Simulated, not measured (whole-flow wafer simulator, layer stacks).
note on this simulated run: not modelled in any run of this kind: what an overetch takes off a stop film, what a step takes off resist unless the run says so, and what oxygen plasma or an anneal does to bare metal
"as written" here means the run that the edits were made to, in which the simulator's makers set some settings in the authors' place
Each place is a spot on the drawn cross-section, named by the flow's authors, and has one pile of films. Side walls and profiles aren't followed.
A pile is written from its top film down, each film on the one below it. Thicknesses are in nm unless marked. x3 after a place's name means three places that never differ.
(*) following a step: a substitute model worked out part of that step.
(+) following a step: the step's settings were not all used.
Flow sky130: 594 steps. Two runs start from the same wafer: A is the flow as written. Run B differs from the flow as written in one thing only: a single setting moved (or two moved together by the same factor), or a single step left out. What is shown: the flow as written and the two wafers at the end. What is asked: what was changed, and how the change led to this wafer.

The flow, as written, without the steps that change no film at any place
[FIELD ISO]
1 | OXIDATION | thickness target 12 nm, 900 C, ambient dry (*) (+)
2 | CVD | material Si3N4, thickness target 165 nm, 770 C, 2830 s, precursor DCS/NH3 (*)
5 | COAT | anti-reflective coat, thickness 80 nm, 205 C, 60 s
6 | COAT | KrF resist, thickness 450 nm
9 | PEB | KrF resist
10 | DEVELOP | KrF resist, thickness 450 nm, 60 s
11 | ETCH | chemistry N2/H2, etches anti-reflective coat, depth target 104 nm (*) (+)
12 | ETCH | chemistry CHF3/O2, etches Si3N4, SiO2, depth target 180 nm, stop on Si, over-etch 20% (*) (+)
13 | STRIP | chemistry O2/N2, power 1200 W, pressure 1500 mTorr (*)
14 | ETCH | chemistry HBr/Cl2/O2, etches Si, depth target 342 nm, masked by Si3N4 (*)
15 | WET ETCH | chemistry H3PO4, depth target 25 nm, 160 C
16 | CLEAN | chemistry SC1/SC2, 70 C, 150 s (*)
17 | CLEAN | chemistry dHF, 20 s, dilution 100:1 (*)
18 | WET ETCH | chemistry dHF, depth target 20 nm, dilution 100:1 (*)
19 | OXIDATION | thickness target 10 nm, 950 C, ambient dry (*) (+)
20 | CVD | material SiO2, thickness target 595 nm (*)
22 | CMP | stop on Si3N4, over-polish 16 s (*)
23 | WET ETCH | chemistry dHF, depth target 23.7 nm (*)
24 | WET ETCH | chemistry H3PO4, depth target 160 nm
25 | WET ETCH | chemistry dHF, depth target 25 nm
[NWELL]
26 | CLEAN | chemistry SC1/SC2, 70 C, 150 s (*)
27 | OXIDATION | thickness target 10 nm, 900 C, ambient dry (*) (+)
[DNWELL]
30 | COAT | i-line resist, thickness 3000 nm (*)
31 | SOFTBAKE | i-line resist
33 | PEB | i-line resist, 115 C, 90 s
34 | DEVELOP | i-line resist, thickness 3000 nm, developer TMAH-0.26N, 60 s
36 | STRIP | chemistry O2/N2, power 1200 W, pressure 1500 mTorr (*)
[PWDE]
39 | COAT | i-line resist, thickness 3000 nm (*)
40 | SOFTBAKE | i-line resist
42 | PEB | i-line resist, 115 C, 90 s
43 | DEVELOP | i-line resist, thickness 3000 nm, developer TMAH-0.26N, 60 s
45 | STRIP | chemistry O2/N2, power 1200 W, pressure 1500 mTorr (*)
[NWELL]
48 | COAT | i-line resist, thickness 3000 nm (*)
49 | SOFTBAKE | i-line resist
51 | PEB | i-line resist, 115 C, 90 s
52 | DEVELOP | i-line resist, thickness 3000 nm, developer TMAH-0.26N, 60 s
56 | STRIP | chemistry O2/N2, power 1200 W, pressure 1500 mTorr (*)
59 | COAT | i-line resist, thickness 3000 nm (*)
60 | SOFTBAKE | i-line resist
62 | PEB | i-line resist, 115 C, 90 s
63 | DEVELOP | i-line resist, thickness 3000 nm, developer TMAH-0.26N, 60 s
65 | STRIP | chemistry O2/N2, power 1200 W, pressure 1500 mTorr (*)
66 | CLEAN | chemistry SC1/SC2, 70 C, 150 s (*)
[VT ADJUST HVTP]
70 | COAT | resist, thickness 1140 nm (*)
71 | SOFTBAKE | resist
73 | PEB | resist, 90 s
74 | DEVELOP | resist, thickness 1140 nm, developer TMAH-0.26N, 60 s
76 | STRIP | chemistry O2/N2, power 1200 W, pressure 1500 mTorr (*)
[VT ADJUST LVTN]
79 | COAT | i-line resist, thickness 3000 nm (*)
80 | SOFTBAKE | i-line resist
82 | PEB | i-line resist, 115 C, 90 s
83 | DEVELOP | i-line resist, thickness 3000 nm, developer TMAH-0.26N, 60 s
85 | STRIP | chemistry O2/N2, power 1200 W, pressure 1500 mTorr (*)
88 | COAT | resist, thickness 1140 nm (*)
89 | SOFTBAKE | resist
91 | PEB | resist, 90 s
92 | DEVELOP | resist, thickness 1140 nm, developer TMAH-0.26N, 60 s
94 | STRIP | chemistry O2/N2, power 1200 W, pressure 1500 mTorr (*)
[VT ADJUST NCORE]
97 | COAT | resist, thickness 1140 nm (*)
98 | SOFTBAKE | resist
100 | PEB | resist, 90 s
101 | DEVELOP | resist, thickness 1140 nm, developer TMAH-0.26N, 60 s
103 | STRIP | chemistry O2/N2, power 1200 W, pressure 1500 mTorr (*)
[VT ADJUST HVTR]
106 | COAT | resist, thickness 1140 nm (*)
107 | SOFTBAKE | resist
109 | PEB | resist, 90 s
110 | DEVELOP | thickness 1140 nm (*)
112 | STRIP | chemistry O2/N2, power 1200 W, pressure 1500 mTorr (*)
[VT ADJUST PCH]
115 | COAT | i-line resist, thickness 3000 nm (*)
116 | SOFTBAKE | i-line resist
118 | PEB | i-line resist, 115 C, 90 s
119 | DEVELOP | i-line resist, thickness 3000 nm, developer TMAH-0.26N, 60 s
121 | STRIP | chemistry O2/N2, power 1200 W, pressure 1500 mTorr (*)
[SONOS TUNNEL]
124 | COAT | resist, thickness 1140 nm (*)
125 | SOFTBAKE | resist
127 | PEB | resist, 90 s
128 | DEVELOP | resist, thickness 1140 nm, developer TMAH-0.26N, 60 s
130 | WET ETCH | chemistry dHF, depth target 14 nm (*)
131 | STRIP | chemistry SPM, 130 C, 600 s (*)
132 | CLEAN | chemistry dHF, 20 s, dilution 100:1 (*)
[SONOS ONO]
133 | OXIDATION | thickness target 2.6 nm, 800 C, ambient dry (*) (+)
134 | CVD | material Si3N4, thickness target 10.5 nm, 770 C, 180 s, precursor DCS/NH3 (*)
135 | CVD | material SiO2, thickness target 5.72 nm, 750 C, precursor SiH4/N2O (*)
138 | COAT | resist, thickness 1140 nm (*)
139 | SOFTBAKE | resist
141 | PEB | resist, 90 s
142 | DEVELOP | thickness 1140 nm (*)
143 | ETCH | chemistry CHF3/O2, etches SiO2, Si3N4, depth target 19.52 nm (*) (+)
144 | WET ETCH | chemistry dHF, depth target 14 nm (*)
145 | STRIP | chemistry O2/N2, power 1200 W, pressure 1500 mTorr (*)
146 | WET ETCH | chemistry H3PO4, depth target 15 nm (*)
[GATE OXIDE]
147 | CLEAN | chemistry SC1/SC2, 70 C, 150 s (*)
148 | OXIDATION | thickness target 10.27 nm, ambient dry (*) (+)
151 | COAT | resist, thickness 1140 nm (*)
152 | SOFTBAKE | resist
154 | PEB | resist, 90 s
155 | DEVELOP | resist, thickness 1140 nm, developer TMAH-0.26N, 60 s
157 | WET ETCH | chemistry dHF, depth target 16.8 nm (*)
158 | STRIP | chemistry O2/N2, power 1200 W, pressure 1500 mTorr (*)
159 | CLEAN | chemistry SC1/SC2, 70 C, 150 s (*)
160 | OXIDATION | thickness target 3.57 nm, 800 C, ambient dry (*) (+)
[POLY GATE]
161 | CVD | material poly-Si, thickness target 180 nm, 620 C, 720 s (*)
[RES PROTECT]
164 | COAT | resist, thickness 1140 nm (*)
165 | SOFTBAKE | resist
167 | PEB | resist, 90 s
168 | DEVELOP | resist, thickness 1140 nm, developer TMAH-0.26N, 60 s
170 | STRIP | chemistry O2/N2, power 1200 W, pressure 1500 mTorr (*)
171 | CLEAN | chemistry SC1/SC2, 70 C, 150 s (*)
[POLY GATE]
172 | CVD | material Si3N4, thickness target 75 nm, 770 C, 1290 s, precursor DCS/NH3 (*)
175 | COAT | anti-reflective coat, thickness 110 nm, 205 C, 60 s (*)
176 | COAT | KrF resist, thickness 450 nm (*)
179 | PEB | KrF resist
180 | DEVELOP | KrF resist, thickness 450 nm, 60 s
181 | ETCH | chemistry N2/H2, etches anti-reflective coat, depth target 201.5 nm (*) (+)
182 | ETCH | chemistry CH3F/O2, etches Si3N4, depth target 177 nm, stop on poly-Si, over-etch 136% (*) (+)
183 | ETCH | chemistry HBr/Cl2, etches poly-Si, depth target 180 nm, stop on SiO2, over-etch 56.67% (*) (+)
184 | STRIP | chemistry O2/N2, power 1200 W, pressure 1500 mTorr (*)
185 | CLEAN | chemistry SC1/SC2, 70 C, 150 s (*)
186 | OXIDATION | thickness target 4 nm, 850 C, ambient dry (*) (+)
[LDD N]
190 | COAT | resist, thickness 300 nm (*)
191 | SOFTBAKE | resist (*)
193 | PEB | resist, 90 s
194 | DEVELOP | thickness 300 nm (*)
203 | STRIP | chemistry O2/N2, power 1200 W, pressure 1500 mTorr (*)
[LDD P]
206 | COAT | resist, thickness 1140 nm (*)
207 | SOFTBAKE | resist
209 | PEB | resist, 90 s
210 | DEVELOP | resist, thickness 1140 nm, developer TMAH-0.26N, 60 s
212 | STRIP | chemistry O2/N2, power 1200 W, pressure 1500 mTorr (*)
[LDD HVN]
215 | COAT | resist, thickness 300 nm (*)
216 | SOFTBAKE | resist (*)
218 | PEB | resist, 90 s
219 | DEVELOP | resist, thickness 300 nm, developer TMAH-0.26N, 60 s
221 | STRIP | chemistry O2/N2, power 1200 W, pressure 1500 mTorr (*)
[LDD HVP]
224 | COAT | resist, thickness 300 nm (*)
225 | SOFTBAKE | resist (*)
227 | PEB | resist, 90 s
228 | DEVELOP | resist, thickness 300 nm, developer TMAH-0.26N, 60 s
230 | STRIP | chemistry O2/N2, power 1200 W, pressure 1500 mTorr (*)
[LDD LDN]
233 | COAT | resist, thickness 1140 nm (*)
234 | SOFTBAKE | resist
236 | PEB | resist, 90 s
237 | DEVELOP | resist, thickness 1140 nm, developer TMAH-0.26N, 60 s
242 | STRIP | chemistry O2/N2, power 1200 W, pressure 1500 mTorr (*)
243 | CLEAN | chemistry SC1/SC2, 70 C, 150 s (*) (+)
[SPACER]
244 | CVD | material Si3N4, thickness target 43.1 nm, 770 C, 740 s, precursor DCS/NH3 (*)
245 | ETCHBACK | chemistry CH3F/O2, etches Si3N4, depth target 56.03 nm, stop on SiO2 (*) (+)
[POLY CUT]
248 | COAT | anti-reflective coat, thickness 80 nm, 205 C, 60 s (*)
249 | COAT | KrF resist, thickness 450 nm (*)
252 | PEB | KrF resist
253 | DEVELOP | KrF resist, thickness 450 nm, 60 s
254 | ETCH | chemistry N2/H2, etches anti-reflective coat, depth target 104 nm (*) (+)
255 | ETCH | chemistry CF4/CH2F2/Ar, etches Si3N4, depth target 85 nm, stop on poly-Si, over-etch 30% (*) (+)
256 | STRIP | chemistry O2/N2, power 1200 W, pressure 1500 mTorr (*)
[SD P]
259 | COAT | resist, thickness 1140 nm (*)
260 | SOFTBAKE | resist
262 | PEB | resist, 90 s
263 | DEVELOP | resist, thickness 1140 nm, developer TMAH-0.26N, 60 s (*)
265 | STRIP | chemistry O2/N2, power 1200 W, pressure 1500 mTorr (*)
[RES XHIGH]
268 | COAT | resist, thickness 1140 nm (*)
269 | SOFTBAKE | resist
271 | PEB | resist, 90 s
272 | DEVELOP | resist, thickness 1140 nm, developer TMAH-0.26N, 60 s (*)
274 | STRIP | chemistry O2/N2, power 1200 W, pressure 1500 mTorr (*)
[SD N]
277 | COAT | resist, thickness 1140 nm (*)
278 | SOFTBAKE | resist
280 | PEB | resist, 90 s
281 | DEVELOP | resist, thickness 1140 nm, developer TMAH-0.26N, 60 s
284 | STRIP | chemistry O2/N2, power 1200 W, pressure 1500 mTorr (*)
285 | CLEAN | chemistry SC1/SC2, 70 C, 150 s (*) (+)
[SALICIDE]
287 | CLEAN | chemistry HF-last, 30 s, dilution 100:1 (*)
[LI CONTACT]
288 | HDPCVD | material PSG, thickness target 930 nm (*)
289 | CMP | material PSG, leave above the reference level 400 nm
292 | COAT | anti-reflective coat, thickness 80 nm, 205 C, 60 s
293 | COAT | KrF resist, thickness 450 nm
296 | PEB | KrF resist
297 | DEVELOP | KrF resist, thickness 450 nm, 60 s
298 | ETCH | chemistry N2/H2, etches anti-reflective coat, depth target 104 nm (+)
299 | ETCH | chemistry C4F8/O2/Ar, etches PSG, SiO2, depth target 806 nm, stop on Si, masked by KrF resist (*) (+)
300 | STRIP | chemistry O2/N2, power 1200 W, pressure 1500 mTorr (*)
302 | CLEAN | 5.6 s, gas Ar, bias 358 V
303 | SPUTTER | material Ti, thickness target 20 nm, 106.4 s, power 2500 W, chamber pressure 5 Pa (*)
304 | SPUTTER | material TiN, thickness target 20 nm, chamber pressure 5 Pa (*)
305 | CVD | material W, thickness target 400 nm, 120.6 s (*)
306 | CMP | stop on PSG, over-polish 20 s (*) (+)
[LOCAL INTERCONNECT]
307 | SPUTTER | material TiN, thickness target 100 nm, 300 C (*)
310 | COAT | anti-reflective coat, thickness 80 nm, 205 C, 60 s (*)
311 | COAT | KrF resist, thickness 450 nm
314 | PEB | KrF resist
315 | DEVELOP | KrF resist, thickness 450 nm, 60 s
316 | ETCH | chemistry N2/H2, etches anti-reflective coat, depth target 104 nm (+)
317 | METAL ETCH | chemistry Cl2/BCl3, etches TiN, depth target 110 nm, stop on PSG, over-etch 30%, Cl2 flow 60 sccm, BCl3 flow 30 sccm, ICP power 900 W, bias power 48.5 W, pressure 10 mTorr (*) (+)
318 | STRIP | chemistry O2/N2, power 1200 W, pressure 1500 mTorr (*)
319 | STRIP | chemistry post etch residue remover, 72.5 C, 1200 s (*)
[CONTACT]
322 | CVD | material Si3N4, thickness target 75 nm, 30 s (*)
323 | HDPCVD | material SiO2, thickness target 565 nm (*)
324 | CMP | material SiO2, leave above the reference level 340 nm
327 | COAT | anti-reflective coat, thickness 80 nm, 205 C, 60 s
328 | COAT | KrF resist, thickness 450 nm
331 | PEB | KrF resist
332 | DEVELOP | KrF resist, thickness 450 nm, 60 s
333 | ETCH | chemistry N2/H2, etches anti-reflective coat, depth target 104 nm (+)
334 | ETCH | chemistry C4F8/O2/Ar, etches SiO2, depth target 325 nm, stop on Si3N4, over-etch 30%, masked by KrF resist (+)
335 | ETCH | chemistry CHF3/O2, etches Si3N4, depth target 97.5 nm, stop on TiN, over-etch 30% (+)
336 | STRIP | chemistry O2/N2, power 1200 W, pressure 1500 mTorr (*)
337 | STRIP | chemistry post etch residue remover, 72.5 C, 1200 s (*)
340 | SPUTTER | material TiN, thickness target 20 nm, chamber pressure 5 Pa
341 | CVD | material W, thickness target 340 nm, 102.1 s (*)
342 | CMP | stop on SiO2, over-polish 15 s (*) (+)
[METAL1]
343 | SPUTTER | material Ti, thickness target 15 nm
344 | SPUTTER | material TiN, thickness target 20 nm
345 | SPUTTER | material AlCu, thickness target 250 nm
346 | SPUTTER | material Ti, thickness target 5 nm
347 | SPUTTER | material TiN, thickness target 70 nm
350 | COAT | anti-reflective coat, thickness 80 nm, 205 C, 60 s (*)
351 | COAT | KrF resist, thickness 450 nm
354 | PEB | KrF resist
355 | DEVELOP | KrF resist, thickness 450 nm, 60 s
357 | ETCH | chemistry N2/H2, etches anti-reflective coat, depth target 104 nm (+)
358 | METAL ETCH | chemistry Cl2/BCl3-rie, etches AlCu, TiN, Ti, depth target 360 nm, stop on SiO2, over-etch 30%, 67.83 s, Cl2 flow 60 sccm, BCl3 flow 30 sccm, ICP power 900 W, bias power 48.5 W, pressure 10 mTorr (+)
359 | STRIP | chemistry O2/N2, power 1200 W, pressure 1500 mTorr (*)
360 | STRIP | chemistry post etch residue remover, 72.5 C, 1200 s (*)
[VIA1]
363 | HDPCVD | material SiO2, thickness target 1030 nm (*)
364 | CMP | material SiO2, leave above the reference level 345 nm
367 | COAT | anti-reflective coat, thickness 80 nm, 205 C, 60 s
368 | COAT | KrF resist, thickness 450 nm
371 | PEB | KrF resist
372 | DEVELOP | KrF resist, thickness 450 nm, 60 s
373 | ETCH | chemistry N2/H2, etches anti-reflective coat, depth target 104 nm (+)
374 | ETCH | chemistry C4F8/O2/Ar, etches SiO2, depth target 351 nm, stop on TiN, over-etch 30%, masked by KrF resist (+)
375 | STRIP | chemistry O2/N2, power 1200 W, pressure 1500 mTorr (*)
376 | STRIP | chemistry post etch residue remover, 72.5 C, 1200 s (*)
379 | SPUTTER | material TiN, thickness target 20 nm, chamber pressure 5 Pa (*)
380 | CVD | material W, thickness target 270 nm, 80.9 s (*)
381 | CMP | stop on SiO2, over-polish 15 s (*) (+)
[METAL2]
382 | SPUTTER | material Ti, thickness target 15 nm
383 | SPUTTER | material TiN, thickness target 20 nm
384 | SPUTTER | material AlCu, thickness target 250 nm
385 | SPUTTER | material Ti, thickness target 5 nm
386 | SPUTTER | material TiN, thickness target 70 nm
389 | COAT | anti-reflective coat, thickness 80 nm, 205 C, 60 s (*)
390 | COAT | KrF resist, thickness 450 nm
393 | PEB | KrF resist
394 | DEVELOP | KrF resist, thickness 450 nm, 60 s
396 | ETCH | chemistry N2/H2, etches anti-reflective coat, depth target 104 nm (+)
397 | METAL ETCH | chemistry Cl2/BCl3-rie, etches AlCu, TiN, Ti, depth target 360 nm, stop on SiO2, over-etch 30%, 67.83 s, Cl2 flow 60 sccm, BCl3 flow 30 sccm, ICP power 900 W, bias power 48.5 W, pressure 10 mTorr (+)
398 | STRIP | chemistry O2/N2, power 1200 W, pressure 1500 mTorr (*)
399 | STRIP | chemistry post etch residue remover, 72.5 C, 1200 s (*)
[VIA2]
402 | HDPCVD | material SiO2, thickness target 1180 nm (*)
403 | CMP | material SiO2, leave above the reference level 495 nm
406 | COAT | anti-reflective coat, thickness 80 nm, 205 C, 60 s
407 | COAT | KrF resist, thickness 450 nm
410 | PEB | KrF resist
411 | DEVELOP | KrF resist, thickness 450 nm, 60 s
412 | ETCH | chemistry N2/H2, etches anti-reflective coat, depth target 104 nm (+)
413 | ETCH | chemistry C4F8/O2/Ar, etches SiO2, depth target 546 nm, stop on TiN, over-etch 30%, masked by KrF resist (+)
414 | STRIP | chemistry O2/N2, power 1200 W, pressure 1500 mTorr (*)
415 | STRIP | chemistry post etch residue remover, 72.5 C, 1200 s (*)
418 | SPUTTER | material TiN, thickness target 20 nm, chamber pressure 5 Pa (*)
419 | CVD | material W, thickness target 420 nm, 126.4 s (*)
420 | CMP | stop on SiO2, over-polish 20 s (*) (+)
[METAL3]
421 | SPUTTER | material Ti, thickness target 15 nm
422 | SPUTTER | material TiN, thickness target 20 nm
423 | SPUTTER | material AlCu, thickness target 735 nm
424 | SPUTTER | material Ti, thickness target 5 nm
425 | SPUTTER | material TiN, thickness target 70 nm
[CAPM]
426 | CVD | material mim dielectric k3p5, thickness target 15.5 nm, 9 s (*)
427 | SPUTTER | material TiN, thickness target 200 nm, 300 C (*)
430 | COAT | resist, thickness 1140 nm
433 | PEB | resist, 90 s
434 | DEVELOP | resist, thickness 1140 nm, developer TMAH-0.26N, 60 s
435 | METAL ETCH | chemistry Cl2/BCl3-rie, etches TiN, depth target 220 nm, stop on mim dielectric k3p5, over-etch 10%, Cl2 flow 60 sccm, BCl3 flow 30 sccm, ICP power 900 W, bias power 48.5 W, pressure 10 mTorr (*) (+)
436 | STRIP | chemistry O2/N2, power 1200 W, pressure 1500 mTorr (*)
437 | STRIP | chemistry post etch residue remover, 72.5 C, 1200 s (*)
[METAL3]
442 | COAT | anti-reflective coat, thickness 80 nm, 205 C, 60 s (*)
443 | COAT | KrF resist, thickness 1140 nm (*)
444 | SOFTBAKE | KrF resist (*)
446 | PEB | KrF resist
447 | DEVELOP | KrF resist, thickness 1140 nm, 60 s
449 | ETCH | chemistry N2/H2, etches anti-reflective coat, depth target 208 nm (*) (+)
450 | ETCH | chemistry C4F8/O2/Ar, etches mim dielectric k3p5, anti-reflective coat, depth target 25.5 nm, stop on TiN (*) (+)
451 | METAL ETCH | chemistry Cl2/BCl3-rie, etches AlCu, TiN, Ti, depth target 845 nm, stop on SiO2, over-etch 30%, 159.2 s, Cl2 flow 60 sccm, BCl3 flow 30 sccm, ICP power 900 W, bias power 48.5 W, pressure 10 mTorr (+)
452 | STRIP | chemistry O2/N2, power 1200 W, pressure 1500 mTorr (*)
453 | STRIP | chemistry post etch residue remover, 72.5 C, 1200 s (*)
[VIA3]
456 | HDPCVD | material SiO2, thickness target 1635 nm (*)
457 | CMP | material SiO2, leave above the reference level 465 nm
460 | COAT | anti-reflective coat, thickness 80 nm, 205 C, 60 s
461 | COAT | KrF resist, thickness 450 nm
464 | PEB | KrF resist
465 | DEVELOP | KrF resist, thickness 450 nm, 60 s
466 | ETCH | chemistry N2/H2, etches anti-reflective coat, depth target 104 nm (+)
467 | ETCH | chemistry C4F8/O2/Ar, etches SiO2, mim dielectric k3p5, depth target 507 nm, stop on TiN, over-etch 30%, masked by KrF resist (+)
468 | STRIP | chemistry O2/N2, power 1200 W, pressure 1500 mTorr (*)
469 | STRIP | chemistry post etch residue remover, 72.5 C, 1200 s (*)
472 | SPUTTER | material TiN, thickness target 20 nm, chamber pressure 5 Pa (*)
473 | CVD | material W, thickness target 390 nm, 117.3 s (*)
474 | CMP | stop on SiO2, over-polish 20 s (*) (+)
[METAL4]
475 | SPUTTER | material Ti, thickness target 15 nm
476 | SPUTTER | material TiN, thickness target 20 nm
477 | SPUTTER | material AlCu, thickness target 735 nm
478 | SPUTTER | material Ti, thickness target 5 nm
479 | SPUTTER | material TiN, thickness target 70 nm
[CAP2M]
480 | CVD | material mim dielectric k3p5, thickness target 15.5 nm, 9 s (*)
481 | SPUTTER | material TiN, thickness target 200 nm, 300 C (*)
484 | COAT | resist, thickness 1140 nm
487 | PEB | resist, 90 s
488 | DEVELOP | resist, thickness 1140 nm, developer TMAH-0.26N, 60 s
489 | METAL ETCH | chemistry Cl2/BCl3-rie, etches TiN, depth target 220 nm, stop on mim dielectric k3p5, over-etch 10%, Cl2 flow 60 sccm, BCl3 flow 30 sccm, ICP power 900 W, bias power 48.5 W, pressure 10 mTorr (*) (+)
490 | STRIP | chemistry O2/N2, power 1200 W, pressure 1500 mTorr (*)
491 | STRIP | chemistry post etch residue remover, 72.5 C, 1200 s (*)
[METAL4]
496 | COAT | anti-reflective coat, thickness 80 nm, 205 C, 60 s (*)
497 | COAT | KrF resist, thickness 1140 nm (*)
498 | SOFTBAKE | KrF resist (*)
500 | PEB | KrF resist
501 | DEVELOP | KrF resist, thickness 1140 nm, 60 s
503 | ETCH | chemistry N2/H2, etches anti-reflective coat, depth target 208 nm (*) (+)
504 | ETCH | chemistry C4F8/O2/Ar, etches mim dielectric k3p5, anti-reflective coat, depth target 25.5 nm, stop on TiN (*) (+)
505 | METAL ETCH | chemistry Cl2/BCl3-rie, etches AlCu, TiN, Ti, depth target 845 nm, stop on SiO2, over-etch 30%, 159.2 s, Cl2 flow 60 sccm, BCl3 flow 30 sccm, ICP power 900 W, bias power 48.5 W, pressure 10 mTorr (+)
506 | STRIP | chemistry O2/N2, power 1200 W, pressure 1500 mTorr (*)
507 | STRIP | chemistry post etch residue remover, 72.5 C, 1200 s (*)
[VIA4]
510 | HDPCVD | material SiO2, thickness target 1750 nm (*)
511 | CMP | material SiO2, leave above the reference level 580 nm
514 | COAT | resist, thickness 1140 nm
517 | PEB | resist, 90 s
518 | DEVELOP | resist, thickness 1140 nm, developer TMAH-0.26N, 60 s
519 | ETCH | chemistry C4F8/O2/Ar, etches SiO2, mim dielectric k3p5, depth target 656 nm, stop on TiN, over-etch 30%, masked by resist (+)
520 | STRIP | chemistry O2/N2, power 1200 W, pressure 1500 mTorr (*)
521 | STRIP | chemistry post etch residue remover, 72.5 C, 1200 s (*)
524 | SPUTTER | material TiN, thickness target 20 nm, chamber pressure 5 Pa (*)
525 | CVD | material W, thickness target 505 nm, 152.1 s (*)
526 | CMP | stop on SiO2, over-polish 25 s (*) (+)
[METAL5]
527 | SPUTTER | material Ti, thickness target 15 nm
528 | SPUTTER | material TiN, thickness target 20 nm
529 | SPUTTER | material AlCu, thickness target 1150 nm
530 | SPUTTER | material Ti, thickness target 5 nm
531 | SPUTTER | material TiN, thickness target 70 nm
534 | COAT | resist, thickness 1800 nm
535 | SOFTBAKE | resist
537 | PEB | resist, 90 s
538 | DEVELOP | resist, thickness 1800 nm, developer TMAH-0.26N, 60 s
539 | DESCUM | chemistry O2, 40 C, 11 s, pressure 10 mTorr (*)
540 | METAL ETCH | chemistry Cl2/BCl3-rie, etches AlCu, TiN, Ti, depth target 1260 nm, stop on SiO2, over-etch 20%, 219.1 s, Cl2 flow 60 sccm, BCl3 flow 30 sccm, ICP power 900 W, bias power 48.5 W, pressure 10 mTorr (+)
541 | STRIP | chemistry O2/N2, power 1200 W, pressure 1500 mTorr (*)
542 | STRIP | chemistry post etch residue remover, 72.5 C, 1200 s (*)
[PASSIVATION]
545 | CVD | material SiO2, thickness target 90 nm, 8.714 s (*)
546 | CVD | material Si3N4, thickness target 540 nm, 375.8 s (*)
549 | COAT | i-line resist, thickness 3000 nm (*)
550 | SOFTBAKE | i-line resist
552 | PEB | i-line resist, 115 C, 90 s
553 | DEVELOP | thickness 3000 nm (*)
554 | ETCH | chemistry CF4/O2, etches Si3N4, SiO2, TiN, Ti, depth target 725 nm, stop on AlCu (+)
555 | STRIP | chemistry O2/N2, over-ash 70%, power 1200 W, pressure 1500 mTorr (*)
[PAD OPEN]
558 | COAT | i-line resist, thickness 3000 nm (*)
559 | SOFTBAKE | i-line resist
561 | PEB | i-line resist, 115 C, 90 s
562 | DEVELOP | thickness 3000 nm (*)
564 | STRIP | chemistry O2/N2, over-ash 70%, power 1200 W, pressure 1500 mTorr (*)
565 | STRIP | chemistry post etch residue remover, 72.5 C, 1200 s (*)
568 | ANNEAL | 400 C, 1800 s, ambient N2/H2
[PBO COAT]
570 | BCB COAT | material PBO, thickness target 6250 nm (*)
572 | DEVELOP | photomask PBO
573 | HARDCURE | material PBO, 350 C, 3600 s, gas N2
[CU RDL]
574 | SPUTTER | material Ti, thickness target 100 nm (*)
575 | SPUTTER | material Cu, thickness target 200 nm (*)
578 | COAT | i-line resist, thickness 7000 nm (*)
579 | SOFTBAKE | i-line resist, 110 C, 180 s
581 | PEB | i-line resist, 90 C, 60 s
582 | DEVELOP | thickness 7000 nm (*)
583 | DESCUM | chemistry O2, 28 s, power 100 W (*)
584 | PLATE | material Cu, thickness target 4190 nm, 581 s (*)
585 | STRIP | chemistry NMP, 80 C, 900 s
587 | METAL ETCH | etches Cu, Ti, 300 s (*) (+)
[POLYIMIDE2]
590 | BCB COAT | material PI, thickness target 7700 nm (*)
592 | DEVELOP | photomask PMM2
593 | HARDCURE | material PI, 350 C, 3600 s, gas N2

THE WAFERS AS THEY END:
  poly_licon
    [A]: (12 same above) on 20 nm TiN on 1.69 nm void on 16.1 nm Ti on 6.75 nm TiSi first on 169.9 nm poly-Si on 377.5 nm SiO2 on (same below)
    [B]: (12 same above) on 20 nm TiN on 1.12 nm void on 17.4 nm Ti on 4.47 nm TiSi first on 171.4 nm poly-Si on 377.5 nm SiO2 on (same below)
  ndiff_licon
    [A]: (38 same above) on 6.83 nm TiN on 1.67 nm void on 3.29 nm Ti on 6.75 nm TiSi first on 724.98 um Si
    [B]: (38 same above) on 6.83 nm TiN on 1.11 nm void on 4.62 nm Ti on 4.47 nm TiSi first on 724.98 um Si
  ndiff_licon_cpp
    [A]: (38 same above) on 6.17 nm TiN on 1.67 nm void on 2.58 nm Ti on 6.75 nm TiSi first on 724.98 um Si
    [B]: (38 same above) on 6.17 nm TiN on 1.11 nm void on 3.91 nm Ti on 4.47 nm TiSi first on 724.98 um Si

Cause: step 568, ANNEAL: 365 C was run, though the flow has 400 C.

Step by step, how the change led to this:
  568 | ANNEAL | 400 C, 1800 s, ambient N2/H2
      poly_licon, rpo_hd_licon: A under 11 films: +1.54 void (new film), -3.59 Ti, +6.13 TiSi first (new film), -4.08 poly-Si | B under 11 films: +0.87 void (new film), -2.03 Ti, +3.47 TiSi first (new film), -2.31 poly-Si
      ndiff_licon, ndiff_licon_cpp: A under 37 films: +1.52 void (new film), -3.59 Ti, +6.13 TiSi first (new film), -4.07 Si | B under 37 films: +0.86 void (new film), -2.03 Ti, +3.47 TiSi first (new film), -2.3 Si
